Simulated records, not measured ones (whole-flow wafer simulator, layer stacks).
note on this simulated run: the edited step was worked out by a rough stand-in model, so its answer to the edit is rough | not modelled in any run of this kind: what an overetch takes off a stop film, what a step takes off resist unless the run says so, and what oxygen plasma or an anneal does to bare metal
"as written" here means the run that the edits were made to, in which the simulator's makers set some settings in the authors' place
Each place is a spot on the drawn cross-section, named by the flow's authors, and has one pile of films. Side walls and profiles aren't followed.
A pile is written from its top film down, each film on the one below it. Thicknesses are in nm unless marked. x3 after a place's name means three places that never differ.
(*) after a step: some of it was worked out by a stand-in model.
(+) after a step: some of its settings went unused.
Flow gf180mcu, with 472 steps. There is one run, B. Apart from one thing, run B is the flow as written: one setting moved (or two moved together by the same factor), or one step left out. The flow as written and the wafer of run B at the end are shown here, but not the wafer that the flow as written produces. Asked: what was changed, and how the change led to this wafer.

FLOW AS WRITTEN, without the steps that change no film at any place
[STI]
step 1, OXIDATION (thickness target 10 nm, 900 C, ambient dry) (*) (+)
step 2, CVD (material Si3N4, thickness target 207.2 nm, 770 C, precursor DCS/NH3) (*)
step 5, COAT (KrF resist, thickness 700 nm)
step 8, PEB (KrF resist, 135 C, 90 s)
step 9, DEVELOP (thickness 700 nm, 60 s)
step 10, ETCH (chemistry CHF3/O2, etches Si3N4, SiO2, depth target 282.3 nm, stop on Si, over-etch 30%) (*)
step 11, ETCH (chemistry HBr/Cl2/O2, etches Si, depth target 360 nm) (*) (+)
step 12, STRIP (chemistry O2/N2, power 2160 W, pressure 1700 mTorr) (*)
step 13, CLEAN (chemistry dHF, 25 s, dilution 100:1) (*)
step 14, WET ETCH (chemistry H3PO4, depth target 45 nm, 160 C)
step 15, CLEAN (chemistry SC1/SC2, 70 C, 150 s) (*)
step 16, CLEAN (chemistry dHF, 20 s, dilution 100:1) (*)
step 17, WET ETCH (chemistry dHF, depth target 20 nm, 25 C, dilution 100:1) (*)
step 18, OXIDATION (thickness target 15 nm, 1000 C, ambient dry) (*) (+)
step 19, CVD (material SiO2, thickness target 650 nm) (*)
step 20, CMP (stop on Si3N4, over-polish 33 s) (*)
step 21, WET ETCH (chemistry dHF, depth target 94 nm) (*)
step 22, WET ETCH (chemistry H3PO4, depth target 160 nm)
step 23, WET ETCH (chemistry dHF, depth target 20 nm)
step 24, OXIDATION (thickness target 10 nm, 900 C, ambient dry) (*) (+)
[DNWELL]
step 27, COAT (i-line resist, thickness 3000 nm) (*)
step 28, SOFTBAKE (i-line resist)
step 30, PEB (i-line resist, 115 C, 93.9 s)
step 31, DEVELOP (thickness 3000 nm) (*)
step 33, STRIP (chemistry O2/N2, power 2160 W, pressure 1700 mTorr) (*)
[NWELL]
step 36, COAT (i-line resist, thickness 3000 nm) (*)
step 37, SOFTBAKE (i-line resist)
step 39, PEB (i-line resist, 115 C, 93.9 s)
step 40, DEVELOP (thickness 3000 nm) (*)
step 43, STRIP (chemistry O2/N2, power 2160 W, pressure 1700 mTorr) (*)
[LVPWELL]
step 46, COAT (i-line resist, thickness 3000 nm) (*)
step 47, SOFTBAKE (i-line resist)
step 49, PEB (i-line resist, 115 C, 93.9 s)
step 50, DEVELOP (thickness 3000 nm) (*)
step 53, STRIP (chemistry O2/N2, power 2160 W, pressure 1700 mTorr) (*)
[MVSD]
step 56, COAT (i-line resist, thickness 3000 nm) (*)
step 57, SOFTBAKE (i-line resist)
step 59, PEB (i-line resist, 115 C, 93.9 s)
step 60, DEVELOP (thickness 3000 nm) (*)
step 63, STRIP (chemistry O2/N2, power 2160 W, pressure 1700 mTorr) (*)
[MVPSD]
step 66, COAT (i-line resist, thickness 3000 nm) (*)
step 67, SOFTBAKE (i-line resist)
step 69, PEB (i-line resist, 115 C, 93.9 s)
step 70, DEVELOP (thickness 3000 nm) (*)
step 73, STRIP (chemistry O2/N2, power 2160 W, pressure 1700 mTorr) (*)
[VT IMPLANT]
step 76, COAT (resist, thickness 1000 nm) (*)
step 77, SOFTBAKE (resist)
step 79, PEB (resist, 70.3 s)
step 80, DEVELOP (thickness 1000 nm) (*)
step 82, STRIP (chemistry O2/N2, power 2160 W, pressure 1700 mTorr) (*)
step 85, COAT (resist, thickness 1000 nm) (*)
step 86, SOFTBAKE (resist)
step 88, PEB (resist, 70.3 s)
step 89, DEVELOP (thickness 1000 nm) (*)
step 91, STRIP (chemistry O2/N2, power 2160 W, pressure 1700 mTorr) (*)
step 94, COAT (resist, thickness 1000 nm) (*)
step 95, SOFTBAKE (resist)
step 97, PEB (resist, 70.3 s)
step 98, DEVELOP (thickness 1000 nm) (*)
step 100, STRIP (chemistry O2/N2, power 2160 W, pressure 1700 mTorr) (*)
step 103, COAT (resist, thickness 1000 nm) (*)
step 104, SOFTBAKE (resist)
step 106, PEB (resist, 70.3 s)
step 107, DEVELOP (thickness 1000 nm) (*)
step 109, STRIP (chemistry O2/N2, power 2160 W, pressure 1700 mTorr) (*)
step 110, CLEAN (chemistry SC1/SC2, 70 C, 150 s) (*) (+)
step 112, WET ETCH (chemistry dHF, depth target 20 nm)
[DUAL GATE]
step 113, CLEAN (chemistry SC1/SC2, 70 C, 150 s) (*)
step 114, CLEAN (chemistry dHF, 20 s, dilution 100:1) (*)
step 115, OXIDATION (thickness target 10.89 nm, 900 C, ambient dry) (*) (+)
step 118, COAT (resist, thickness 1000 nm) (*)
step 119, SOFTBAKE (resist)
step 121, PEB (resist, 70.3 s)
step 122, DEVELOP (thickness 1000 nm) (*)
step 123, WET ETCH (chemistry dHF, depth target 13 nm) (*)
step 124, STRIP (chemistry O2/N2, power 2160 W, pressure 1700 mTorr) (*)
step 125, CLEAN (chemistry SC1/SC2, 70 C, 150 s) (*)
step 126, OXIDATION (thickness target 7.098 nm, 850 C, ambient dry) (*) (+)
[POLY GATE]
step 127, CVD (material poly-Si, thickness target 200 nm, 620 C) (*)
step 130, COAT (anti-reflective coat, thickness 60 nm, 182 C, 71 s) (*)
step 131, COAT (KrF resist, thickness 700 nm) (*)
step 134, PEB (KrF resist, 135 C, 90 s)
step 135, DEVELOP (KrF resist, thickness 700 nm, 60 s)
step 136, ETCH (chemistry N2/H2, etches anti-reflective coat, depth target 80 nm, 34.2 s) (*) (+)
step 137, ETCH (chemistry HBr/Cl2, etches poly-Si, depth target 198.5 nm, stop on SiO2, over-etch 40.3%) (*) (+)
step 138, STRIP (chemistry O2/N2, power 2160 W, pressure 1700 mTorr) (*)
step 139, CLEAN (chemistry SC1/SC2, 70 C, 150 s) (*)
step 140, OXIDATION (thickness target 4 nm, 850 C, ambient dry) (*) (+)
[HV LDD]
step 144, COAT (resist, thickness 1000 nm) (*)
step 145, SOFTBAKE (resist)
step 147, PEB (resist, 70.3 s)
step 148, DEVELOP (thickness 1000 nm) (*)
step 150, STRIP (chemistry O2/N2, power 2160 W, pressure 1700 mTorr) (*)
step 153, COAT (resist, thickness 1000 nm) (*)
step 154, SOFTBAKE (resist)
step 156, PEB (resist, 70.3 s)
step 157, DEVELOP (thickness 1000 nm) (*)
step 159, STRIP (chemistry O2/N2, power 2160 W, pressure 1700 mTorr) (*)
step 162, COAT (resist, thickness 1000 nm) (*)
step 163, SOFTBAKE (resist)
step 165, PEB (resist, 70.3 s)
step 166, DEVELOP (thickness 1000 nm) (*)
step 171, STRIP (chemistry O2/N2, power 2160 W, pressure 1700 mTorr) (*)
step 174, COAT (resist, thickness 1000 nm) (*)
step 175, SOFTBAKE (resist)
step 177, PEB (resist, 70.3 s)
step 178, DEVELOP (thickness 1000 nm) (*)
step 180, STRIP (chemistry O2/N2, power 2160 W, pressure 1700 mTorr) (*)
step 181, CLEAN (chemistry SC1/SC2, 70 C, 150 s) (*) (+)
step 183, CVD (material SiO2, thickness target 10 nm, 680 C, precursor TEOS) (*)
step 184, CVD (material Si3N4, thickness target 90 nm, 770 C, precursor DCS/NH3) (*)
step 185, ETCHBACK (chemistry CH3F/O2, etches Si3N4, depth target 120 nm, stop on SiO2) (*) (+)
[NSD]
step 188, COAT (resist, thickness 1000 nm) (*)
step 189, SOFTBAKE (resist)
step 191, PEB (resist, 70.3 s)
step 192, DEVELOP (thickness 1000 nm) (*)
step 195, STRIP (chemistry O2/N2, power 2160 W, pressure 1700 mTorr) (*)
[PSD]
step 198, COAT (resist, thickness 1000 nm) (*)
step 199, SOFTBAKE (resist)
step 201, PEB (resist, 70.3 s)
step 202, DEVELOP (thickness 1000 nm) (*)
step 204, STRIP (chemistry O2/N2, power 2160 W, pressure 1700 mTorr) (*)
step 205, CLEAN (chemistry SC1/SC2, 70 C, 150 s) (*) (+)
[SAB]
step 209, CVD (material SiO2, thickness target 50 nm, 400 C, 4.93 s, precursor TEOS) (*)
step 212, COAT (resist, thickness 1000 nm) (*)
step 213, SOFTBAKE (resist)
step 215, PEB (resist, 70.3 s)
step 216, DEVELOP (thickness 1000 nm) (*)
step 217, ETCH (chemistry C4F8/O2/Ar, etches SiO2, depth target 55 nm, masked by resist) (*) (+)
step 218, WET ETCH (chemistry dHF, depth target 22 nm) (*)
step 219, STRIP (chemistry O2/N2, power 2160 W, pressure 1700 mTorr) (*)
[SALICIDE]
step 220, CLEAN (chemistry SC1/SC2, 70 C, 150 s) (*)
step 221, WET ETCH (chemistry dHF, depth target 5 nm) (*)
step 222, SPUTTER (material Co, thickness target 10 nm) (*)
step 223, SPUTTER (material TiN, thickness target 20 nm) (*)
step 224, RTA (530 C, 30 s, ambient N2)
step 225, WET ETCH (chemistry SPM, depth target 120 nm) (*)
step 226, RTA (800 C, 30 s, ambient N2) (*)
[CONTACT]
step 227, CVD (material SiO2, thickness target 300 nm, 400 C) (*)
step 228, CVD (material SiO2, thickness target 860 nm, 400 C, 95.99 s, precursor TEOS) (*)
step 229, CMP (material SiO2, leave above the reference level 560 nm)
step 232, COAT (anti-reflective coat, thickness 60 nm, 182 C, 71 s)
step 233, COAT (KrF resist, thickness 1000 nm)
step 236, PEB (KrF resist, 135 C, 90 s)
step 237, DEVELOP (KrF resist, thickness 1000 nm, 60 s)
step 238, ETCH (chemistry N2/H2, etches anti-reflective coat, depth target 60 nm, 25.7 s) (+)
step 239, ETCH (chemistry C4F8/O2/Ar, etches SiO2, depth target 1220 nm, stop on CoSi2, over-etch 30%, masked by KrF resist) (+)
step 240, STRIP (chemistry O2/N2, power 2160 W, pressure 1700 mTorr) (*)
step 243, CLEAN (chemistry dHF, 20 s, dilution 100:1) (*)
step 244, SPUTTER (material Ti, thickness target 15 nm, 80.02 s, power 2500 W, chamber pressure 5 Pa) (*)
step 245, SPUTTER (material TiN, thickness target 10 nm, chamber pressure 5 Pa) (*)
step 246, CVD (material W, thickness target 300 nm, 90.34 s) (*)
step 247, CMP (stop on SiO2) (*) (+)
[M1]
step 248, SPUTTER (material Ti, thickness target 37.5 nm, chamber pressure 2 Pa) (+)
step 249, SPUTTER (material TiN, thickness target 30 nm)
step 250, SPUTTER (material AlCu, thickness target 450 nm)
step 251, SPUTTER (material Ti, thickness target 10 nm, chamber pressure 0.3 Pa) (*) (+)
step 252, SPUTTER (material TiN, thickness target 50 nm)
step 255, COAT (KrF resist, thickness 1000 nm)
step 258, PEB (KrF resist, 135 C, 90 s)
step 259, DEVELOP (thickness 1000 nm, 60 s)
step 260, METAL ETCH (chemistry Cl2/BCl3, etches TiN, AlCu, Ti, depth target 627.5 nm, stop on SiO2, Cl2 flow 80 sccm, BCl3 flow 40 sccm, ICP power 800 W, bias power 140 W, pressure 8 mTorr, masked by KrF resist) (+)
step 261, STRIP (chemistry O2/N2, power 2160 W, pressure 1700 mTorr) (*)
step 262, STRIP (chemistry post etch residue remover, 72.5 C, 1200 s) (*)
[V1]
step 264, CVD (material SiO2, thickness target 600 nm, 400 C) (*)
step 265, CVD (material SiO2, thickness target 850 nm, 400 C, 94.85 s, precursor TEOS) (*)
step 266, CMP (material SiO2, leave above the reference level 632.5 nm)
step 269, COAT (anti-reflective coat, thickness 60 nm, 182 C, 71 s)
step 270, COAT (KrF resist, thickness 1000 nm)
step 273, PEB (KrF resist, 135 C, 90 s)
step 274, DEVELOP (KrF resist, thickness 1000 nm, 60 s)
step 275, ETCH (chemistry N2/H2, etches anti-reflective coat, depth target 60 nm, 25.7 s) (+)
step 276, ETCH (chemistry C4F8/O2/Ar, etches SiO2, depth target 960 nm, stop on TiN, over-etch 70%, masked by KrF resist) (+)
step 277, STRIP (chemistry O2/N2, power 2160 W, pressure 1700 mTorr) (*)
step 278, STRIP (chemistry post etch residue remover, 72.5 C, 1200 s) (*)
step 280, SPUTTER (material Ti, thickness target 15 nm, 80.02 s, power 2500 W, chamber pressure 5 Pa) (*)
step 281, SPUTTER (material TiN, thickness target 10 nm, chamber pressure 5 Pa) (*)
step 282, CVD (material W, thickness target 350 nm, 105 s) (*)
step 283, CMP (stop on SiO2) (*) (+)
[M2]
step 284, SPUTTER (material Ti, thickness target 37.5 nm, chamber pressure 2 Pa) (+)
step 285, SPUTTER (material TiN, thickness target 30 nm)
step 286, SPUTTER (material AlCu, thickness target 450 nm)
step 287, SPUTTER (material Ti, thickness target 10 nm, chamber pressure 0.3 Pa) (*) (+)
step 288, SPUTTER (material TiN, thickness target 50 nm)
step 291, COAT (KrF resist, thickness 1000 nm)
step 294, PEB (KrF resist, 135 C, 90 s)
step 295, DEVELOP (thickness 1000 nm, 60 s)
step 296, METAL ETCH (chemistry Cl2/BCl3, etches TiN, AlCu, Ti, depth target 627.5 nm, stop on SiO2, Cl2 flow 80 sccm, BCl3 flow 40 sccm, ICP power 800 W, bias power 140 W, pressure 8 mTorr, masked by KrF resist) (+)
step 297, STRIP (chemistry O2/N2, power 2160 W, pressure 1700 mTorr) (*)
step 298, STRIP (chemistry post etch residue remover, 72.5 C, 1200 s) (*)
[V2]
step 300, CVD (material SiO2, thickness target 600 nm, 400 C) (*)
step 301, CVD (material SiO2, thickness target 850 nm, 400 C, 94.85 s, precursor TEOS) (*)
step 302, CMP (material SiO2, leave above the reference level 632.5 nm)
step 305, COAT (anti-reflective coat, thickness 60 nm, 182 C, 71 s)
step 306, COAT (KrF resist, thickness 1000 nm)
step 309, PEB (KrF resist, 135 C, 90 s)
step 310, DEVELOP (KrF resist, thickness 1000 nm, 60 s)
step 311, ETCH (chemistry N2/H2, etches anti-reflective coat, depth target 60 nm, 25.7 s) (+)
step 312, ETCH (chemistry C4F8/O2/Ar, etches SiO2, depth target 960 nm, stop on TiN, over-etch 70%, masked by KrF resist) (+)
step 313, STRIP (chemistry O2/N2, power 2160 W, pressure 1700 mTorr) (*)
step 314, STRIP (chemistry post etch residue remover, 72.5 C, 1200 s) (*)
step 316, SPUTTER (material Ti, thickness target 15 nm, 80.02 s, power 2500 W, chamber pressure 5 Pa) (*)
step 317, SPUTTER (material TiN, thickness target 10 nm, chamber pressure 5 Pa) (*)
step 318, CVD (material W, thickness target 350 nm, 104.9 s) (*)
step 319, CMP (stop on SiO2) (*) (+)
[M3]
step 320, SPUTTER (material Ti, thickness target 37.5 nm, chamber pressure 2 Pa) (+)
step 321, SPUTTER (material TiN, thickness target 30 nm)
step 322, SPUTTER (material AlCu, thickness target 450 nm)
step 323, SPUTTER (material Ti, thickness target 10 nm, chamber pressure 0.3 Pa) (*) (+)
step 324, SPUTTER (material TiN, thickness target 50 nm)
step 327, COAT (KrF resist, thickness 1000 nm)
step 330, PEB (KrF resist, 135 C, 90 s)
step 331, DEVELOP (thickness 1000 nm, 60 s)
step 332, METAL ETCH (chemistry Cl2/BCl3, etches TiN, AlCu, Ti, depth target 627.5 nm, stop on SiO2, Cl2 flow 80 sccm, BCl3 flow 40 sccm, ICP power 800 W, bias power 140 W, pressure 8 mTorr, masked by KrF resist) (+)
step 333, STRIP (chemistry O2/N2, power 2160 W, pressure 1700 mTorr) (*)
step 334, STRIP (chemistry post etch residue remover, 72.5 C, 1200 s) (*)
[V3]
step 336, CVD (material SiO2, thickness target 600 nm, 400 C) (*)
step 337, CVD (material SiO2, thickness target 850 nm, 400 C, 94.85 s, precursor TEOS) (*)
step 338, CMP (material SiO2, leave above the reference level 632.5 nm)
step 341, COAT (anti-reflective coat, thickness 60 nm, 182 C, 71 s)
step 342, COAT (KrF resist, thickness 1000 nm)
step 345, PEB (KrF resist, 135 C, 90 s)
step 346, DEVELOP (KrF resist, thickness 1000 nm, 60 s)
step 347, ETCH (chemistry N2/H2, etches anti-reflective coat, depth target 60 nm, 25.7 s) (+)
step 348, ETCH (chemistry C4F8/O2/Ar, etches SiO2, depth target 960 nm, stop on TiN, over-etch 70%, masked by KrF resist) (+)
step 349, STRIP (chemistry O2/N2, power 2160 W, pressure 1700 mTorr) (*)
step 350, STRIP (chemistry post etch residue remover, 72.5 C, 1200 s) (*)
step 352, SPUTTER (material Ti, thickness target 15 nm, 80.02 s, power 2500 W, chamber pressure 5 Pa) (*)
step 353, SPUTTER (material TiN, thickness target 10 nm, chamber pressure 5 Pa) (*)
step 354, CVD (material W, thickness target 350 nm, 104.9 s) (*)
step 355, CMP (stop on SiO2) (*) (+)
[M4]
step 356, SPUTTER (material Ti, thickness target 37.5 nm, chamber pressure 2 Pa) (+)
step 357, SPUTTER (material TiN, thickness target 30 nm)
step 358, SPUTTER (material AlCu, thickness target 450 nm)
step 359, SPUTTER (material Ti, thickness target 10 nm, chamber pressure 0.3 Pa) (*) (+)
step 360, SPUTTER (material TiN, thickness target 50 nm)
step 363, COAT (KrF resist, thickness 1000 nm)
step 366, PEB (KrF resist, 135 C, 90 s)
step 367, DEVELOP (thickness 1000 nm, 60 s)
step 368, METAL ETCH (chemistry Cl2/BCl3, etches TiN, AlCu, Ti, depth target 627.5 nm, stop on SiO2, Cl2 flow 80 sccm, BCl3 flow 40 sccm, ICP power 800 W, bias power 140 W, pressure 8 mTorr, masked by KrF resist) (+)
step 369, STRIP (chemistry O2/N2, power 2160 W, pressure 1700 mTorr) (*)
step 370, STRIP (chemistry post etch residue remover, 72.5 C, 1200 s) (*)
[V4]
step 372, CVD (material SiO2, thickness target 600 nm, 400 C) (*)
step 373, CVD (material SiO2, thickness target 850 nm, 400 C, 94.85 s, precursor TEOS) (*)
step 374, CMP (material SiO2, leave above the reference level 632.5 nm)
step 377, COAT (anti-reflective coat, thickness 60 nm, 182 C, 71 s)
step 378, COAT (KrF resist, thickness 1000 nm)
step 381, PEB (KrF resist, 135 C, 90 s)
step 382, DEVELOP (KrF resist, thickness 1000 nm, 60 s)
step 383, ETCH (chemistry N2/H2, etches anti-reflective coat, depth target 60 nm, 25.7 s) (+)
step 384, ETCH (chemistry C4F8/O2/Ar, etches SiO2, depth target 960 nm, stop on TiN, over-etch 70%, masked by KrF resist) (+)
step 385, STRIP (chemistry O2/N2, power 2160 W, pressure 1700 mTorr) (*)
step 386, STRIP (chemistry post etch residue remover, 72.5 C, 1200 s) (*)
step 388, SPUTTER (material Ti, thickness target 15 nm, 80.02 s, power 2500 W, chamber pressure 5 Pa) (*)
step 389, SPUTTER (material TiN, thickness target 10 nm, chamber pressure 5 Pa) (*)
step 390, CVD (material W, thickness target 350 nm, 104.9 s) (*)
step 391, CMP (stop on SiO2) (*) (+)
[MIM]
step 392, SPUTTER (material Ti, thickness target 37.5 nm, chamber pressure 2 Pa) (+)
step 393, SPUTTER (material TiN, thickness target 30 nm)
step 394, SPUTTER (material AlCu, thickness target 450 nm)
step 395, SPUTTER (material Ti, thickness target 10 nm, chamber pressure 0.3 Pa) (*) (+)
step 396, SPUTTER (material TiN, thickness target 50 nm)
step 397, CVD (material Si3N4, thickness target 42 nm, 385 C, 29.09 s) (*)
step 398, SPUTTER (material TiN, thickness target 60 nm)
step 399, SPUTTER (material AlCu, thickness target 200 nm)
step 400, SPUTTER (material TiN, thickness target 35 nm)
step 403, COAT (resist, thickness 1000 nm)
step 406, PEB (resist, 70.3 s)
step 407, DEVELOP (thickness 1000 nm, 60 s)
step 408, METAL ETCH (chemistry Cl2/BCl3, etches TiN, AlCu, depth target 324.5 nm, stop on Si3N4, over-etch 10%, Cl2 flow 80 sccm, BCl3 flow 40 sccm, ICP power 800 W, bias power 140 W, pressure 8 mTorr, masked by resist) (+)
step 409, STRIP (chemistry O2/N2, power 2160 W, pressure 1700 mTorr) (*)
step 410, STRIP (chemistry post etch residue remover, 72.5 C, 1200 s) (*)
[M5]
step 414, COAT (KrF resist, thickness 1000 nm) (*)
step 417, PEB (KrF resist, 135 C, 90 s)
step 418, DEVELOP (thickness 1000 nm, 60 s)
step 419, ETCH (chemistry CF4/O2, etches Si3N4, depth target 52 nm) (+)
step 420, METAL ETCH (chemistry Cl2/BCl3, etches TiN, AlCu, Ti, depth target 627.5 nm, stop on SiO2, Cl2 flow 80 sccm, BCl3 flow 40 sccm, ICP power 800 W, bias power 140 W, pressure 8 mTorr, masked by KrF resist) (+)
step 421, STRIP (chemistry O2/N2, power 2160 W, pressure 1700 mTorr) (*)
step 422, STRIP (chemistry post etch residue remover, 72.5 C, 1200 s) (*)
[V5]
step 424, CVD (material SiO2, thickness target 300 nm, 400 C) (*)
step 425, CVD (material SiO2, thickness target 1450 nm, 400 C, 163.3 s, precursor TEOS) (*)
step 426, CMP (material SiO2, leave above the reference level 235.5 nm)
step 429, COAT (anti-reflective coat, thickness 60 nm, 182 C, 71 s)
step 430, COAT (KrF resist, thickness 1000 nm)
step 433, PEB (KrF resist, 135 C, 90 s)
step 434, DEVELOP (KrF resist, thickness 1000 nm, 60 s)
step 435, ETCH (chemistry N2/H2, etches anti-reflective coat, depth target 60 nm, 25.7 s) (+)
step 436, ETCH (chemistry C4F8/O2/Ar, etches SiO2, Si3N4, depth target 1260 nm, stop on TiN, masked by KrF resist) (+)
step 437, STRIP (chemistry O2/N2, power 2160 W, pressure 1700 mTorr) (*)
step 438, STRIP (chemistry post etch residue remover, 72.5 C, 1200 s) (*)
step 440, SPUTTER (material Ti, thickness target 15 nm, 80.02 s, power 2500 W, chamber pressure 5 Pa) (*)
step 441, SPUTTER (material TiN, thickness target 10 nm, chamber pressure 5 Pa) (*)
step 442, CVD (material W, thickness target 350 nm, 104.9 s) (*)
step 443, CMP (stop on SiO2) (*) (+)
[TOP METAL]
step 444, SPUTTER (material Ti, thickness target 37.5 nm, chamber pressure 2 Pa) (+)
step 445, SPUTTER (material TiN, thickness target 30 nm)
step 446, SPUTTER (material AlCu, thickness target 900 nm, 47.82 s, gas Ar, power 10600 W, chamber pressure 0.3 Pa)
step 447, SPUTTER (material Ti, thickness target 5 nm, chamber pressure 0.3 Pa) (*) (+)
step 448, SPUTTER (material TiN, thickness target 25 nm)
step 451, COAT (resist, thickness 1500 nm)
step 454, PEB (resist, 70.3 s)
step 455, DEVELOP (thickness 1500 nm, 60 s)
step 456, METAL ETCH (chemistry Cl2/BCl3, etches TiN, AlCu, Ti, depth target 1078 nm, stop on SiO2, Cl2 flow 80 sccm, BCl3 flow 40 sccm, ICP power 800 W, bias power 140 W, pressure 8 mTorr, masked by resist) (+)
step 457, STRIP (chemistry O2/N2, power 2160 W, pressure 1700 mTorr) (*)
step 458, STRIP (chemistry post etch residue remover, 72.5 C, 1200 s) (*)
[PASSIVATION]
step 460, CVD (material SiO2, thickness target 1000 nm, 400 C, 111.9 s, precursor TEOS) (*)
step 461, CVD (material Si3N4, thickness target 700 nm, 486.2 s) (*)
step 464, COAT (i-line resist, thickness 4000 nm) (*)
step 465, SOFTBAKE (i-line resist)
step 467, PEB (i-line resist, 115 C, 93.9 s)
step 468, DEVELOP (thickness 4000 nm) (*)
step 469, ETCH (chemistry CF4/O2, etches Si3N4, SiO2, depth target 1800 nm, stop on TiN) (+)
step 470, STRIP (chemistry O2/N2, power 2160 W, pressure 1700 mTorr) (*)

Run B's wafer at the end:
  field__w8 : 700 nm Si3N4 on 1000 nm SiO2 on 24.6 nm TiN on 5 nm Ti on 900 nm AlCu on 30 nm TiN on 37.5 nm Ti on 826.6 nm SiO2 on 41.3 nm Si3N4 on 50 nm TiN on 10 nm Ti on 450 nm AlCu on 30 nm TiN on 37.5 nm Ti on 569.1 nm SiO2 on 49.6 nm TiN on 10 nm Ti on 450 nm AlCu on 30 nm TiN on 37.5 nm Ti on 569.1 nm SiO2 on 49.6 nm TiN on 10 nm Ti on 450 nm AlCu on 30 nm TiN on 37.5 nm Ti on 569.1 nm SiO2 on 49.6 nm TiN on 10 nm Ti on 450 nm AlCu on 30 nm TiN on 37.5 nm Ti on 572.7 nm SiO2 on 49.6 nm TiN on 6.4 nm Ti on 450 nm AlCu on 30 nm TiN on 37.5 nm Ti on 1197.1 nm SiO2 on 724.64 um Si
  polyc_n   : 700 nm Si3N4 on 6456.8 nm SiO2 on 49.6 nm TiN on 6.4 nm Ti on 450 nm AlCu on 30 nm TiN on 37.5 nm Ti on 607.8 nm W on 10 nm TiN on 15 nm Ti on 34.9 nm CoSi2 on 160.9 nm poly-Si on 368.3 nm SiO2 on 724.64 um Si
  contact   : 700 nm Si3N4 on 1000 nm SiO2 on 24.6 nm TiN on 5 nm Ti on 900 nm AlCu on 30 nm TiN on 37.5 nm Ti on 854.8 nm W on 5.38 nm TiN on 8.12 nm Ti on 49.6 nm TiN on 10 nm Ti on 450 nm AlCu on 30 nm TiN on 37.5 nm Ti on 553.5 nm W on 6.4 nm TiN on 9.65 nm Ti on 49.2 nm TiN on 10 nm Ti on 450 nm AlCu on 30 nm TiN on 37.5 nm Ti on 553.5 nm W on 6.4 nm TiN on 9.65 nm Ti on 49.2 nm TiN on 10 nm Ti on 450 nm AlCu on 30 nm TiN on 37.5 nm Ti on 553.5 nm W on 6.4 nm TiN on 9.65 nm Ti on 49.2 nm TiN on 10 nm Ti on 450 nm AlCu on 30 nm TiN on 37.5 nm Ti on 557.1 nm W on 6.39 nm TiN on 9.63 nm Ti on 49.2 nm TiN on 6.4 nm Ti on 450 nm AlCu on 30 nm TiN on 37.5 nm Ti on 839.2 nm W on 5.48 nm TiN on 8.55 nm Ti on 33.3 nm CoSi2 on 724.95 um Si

Cause: step 251, SPUTTER: thickness target 6.4 nm was run, whereas the flow has thickness target 10 nm.
The wafer itself shows it: field__w8 has Ti 6.4, and step 251 as written asks for 10 nm.

How this came from the change, step by step:
  step 251, SPUTTER (material Ti, thickness target 10 nm, chamber pressure 0.3 Pa) (*) (+)
      field, field__w1, field__w2 and 108 more: +6.4 Ti (new film) (as written it would have been: +10 Ti (new film))
  step 260, METAL ETCH (chemistry Cl2/BCl3, etches TiN, AlCu, Ti, depth target 627.5 nm, stop on SiO2, Cl2 flow 80 sccm, BCl3 flow 40 sccm, ICP power 800 W, bias power 140 W, pressure 8 mTorr, masked by KrF resist) (+)
      field, field__w1, field__w2 and 99 more: -50 TiN (all of it), -6.4 Ti (all of it), -450 AlCu (all of it), -30 TiN (all of it), -37.5 Ti (all of it) (as written it would have been: -50 TiN (all of it), -10 Ti (all of it), -450 AlCu (all of it), -30 TiN (all of it), -37.5 Ti (all of it))
